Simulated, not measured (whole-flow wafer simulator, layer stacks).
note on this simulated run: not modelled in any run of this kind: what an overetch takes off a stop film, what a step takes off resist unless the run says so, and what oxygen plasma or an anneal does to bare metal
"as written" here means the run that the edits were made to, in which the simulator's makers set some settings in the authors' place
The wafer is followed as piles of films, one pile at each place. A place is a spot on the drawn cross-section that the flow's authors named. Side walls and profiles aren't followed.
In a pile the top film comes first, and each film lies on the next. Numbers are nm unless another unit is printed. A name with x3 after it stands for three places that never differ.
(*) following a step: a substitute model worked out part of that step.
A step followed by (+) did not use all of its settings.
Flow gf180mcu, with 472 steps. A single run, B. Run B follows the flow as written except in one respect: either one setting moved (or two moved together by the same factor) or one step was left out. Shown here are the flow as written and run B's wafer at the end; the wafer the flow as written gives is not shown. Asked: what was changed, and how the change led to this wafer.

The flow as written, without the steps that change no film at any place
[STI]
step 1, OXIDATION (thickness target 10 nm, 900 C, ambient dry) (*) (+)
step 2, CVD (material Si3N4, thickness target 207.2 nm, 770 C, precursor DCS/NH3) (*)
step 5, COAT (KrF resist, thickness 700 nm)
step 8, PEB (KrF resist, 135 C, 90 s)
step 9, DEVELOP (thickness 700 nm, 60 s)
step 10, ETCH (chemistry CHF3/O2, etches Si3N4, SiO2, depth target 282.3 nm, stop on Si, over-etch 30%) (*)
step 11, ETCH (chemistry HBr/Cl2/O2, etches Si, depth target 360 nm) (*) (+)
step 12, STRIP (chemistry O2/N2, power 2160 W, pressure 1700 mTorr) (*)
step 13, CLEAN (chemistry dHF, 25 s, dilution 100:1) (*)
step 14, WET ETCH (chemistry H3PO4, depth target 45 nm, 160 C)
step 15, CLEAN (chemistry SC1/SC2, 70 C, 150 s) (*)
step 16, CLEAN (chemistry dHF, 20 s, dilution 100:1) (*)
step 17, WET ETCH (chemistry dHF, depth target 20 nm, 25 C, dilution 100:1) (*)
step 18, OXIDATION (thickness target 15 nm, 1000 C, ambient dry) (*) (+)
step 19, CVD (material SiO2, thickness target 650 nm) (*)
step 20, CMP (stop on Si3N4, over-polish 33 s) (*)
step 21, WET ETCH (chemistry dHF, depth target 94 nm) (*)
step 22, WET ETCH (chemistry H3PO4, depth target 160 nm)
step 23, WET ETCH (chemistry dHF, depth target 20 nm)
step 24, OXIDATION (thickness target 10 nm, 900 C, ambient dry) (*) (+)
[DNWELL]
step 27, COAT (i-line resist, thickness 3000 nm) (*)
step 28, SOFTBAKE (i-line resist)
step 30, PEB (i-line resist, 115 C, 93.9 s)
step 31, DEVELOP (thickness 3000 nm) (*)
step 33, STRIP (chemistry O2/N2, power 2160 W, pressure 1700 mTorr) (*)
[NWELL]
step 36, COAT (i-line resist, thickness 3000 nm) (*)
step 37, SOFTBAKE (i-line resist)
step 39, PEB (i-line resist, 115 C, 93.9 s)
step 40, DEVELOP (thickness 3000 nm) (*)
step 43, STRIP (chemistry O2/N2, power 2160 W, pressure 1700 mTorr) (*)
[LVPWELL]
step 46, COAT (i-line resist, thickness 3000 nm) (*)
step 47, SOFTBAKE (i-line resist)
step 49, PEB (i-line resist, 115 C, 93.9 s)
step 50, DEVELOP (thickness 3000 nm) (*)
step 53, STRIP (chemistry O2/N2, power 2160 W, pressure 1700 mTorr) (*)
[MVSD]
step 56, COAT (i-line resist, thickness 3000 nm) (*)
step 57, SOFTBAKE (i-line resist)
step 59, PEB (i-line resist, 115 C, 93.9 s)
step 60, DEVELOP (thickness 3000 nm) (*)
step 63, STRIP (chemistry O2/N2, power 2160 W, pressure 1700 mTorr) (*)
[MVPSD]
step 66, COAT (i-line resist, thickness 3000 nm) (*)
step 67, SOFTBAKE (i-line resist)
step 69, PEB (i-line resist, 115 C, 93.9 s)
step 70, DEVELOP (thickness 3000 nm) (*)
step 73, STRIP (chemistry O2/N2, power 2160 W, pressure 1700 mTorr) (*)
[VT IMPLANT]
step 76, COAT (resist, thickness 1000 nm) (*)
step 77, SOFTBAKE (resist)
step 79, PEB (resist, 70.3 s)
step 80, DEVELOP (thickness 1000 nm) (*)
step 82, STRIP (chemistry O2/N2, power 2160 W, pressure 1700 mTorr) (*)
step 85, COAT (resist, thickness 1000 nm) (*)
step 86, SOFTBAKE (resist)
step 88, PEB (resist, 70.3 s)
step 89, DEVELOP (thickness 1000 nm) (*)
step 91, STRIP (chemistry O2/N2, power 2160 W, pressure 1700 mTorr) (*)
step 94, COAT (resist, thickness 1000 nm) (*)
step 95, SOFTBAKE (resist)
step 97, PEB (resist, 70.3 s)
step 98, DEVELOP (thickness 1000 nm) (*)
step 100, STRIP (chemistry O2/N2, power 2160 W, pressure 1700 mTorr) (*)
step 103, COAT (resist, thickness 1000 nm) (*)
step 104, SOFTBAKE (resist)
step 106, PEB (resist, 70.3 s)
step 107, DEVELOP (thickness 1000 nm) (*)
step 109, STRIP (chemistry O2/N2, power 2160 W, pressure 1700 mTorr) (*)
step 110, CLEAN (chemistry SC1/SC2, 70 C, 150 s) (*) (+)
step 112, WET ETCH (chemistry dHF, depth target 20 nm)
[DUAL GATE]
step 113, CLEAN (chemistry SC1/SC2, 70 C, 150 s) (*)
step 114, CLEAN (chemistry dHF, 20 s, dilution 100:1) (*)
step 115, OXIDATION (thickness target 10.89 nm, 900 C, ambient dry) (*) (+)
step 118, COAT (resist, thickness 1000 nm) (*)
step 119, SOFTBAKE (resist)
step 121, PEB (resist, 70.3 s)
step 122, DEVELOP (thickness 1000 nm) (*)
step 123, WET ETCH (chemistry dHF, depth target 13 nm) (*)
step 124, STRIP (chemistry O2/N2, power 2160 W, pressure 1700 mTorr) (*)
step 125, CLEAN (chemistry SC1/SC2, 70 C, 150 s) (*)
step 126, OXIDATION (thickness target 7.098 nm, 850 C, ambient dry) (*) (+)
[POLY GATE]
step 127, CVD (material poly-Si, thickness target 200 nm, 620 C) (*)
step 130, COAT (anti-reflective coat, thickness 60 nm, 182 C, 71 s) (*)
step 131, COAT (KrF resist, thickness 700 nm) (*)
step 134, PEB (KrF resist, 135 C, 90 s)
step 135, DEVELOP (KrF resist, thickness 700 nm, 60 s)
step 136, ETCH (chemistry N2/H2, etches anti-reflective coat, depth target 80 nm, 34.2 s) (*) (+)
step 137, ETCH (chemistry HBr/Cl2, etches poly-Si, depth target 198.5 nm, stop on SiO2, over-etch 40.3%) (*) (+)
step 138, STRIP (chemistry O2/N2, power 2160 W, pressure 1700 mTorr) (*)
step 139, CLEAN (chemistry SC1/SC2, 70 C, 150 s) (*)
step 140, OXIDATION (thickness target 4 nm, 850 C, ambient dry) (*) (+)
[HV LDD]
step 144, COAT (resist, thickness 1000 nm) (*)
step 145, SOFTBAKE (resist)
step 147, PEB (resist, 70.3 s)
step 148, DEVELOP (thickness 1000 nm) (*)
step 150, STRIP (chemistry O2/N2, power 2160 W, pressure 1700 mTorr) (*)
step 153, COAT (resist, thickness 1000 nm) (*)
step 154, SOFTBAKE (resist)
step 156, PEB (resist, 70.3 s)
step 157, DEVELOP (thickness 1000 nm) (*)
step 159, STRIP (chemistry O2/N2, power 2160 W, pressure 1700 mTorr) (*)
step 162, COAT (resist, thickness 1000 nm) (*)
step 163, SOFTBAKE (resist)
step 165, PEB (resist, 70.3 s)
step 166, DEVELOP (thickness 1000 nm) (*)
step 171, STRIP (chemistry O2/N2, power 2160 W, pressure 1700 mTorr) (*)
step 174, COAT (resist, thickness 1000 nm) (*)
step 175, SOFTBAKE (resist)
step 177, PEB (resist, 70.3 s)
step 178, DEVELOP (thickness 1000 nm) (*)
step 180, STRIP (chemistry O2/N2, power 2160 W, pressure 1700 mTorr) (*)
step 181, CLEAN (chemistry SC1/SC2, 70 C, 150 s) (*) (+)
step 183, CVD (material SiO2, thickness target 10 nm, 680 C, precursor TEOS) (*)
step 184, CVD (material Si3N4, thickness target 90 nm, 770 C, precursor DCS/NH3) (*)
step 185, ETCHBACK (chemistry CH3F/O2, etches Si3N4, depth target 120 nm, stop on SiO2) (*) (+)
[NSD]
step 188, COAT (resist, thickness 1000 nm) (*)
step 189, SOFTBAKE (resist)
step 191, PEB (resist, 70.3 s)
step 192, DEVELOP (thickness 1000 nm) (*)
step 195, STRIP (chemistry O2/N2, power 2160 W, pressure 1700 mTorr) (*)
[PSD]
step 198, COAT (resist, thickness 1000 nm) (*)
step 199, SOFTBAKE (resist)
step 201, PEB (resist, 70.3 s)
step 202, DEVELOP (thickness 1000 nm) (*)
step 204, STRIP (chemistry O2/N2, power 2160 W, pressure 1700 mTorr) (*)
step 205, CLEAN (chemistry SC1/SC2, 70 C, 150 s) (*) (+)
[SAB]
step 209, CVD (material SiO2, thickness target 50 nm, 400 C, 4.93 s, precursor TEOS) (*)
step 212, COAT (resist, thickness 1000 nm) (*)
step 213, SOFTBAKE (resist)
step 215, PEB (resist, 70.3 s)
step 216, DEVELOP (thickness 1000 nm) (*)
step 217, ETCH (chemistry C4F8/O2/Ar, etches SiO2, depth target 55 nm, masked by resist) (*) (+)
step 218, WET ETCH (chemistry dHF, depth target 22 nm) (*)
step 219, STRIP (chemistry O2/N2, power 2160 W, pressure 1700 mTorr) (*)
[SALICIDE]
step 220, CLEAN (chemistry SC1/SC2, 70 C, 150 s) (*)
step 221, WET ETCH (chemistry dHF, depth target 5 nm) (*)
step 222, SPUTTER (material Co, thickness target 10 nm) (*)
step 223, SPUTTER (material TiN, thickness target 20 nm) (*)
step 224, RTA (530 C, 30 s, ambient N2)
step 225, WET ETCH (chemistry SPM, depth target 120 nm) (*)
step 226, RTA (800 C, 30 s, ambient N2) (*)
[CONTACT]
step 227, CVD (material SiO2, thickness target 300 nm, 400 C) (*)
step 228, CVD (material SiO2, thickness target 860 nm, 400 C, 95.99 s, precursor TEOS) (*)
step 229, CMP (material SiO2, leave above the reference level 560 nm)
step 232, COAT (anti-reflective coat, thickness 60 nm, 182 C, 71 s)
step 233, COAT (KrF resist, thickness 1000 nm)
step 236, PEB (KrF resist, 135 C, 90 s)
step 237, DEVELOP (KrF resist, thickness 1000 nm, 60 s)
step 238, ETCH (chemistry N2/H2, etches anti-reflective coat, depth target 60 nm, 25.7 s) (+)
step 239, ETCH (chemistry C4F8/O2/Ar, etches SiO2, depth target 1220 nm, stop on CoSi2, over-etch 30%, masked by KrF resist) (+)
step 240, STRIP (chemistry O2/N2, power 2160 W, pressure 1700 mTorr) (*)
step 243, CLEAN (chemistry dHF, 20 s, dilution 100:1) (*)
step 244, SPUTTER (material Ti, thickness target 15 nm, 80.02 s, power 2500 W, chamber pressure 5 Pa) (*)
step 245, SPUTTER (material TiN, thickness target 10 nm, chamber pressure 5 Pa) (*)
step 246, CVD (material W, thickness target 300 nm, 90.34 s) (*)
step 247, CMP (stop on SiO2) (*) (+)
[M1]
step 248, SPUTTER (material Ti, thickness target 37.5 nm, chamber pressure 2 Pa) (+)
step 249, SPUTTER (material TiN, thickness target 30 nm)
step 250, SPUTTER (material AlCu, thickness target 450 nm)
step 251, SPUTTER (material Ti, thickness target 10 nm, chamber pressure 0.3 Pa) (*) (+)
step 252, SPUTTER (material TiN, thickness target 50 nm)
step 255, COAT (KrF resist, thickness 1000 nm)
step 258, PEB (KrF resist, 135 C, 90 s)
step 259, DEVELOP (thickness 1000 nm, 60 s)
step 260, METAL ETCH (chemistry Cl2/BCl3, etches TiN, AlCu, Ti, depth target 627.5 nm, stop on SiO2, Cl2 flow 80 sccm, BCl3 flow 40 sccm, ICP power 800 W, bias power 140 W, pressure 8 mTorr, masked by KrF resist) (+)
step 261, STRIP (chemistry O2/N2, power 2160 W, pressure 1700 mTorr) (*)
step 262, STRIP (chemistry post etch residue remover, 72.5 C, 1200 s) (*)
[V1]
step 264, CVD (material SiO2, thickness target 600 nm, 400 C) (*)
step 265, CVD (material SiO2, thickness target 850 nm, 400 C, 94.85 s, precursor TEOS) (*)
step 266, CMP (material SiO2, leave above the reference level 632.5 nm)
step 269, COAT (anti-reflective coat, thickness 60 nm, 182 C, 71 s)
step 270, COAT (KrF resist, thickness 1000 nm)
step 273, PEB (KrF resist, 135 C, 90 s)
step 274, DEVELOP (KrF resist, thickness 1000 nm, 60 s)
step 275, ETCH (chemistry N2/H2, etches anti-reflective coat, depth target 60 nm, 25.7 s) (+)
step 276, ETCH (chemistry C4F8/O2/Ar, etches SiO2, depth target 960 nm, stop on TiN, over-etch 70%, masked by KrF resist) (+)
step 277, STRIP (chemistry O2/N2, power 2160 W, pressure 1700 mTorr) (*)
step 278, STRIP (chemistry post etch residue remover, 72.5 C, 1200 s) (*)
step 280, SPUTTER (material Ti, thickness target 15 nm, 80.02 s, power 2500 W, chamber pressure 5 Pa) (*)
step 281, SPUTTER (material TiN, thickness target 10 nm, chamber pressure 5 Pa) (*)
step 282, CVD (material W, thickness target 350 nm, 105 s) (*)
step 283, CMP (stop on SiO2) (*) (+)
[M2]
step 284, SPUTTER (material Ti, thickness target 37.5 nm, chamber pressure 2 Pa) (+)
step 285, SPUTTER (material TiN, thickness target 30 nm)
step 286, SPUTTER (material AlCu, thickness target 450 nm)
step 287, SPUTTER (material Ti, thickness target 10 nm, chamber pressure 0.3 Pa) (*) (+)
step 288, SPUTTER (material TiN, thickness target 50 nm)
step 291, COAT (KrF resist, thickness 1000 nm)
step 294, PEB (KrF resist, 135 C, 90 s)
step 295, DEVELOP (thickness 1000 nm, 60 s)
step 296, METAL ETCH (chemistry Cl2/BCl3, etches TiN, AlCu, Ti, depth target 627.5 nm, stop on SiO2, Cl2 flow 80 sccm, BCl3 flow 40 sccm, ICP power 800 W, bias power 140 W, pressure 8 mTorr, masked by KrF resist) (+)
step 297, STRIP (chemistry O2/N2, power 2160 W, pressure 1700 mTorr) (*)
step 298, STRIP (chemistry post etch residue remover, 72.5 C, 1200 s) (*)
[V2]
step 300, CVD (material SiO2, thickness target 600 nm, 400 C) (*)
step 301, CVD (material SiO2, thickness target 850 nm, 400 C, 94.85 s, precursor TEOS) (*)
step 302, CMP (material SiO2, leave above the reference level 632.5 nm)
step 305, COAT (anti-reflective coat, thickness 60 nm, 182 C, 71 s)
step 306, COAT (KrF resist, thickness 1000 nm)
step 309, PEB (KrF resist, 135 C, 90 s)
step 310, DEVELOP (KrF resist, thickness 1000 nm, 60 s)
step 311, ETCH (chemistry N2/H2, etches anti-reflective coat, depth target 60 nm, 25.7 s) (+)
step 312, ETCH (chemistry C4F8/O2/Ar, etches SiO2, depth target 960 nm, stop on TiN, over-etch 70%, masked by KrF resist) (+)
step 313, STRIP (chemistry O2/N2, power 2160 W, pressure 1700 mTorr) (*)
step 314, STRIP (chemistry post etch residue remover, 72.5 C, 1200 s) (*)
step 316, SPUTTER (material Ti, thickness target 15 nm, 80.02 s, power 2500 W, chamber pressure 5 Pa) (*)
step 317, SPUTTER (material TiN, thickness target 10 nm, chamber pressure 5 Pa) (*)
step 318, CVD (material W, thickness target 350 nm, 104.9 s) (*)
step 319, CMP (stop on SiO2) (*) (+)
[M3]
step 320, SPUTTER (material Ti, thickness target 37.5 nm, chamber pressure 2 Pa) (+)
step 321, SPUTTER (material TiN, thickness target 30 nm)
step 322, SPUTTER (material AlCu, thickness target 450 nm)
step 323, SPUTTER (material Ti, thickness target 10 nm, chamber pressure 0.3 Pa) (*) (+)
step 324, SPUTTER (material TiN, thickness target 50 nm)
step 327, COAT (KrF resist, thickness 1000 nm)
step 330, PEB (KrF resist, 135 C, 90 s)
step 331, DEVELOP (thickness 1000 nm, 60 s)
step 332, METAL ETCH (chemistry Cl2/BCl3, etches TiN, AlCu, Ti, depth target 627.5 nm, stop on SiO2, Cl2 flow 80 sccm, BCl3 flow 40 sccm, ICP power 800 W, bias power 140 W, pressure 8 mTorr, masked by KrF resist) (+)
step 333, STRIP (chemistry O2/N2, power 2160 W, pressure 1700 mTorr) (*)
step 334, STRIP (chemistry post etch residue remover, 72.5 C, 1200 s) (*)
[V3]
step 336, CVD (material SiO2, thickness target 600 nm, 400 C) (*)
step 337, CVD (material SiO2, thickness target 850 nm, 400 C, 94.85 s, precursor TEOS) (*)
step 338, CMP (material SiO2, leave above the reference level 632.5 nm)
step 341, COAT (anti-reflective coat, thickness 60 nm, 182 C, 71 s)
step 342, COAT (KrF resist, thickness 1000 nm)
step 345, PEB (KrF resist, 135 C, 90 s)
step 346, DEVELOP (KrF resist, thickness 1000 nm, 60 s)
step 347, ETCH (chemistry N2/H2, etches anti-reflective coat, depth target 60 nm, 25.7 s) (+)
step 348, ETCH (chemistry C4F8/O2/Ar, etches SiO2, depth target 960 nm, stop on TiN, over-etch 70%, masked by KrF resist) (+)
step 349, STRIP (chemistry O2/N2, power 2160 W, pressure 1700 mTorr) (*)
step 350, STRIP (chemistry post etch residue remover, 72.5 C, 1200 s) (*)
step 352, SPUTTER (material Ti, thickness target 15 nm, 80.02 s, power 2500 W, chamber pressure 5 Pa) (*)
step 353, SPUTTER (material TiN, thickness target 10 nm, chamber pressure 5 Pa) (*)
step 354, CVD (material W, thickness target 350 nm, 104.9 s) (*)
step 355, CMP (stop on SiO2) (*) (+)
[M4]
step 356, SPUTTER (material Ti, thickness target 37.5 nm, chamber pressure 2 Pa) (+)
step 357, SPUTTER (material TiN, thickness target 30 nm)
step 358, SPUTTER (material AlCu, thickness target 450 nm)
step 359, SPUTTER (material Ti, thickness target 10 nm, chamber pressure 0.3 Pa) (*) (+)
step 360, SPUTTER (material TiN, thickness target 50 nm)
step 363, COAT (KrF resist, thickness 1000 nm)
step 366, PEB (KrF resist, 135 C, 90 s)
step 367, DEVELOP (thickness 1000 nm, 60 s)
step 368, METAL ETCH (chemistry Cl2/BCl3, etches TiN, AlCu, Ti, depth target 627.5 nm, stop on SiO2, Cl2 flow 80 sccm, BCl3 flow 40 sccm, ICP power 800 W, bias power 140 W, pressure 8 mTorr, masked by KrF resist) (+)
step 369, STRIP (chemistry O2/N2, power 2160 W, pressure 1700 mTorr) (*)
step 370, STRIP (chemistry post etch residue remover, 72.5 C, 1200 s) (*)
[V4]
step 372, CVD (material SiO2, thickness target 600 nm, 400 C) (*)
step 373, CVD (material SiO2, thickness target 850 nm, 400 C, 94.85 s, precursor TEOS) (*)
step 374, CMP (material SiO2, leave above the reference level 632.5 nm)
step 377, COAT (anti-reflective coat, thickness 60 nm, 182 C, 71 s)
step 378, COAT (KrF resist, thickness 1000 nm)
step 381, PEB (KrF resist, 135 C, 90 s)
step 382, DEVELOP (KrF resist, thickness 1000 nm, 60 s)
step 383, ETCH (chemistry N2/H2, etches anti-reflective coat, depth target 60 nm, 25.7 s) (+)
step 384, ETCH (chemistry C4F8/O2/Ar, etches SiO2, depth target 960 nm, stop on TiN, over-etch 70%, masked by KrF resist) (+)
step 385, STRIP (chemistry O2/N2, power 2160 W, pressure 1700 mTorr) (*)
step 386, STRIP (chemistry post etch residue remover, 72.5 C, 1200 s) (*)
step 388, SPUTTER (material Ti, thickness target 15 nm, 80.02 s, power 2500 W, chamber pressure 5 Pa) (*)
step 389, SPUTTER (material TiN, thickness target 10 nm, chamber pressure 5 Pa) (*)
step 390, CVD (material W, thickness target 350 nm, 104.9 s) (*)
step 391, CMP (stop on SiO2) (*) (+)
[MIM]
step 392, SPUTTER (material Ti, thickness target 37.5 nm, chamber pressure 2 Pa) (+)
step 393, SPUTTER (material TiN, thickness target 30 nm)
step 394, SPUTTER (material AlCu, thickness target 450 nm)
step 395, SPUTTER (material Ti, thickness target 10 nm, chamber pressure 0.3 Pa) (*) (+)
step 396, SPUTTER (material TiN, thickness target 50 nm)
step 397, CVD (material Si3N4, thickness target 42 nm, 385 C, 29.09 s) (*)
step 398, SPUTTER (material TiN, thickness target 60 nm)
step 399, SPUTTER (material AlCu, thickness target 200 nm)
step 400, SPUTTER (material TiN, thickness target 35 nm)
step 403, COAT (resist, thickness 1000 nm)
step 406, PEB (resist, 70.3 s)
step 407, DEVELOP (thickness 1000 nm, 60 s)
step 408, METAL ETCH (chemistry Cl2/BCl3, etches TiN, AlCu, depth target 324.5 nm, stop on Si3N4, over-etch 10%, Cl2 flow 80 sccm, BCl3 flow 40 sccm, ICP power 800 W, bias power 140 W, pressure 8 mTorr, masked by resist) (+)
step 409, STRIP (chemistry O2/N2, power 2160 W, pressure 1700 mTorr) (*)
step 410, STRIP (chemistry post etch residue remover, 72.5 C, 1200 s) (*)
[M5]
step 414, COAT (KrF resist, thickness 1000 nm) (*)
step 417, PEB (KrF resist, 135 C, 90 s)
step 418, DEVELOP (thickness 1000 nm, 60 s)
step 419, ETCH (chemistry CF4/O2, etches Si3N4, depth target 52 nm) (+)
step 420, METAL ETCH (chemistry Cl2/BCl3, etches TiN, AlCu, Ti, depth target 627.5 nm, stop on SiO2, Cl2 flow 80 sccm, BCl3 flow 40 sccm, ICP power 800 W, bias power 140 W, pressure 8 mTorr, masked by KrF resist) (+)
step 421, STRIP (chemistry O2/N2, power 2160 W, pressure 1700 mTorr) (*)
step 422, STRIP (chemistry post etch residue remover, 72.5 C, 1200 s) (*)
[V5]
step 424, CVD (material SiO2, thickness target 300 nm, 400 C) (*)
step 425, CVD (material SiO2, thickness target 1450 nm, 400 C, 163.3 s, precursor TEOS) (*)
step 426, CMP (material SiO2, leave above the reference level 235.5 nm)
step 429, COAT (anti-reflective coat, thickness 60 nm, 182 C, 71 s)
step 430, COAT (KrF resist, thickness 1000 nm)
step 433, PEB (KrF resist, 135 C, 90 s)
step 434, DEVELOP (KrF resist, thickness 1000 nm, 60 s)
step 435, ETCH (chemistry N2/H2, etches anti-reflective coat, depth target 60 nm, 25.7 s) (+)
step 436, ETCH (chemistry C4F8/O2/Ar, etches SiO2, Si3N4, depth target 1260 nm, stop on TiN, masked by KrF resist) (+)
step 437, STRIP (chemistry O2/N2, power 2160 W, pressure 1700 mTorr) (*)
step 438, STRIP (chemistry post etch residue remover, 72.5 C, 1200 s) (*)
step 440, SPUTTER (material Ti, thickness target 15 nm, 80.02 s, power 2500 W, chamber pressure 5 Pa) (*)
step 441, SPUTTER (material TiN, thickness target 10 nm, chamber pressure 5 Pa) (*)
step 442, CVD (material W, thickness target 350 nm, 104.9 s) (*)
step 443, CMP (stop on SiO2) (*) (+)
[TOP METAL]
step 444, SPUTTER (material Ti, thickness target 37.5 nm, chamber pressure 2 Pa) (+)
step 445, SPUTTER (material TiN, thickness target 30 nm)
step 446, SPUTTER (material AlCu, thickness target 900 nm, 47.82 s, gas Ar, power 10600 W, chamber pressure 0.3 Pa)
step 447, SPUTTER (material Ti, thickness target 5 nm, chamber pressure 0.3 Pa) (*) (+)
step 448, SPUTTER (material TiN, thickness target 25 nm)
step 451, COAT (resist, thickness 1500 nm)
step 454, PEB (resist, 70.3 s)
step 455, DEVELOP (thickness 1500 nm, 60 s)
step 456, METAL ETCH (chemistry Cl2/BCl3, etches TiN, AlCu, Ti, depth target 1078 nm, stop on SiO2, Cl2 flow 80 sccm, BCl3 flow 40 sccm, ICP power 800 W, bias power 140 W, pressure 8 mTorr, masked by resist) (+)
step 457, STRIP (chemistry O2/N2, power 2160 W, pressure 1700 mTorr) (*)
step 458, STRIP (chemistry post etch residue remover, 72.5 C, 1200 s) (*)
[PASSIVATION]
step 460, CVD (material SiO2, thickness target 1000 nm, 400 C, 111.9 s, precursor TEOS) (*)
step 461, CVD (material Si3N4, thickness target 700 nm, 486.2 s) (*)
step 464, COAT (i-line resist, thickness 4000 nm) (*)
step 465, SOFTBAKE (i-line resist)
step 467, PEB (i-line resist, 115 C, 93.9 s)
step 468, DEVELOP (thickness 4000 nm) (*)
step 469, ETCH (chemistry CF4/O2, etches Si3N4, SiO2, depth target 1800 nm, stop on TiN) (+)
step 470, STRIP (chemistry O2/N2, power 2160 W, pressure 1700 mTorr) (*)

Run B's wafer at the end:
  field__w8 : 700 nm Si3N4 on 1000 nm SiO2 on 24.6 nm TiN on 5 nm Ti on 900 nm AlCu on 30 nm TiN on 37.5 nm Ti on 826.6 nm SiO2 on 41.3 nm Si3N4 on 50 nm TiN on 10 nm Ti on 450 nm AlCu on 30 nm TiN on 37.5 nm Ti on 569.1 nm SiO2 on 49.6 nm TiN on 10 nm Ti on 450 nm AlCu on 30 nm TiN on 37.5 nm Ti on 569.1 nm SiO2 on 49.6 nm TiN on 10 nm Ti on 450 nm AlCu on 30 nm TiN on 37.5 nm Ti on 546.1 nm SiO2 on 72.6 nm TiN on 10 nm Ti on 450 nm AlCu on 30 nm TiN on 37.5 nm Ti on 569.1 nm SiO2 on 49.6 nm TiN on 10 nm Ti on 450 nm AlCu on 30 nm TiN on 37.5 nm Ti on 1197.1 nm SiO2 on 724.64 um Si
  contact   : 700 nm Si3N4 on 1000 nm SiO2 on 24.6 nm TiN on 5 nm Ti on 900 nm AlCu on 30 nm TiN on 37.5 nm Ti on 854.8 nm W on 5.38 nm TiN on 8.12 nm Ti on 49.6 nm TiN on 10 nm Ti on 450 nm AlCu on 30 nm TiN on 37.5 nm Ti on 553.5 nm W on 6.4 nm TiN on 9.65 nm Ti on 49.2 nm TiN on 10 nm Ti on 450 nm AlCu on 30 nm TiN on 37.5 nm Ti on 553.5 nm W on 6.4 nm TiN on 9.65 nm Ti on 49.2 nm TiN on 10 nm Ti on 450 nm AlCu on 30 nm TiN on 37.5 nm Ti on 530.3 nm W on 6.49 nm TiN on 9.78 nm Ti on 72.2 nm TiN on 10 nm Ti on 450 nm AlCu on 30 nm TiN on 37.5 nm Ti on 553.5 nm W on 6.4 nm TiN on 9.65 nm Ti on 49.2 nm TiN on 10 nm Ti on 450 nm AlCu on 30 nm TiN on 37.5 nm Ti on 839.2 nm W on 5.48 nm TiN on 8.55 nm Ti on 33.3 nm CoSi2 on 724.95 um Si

What caused this: step 288, SPUTTER: thickness target 73 nm was run, whereas the flow has thickness target 50 nm.

Step by step, how the change led to this:
  step 288, SPUTTER (material TiN, thickness target 50 nm)
      field, field__w1, field__w2 and 108 more: TiN gains 73 (new film) (in the flow as written it would be: TiN gains 50 (new film))
  step 296, METAL ETCH (chemistry Cl2/BCl3, etches TiN, AlCu, Ti, depth target 627.5 nm, stop on SiO2, Cl2 flow 80 sccm, BCl3 flow 40 sccm, ICP power 800 W, bias power 140 W, pressure 8 mTorr, masked by KrF resist) (+)
      field, field__w1, field__w2 and 103 more: TiN loses 73 (all of it), Ti loses 10 (all of it), AlCu loses 450 (all of it), TiN loses 30 (all of it), Ti loses 37.5 (all of it) (in the flow as written it would be: TiN loses 50 (all of it), Ti loses 10 (all of it), AlCu loses 450 (all of it), TiN loses 30 (all of it), Ti loses 37.5 (all of it))
  step 302, CMP (material SiO2, leave above the reference level 632.5 nm)
      field__w8, contact, m1, m1__w1, m1_nw: SiO2 loses 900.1 (in the flow as written it would be: SiO2 loses 877.1)
  step 312, ETCH (chemistry C4F8/O2/Ar, etches SiO2, depth target 960 nm, stop on TiN, over-etch 70%, masked by KrF resist) (+)
      field, field__w1, field__w2 and 107 more: KrF resist loses 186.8 (in the flow as written it would be: KrF resist loses 192)
      contact: SiO2 loses 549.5 (all of it) (in the flow as written it would be: SiO2 loses 572.5 (all of it))
  step 318, CVD (material W, thickness target 350 nm, 104.9 s) (*)
      contact: W gains 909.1 (new film) (in the flow as written it would be: W gains 932.3 (new film))
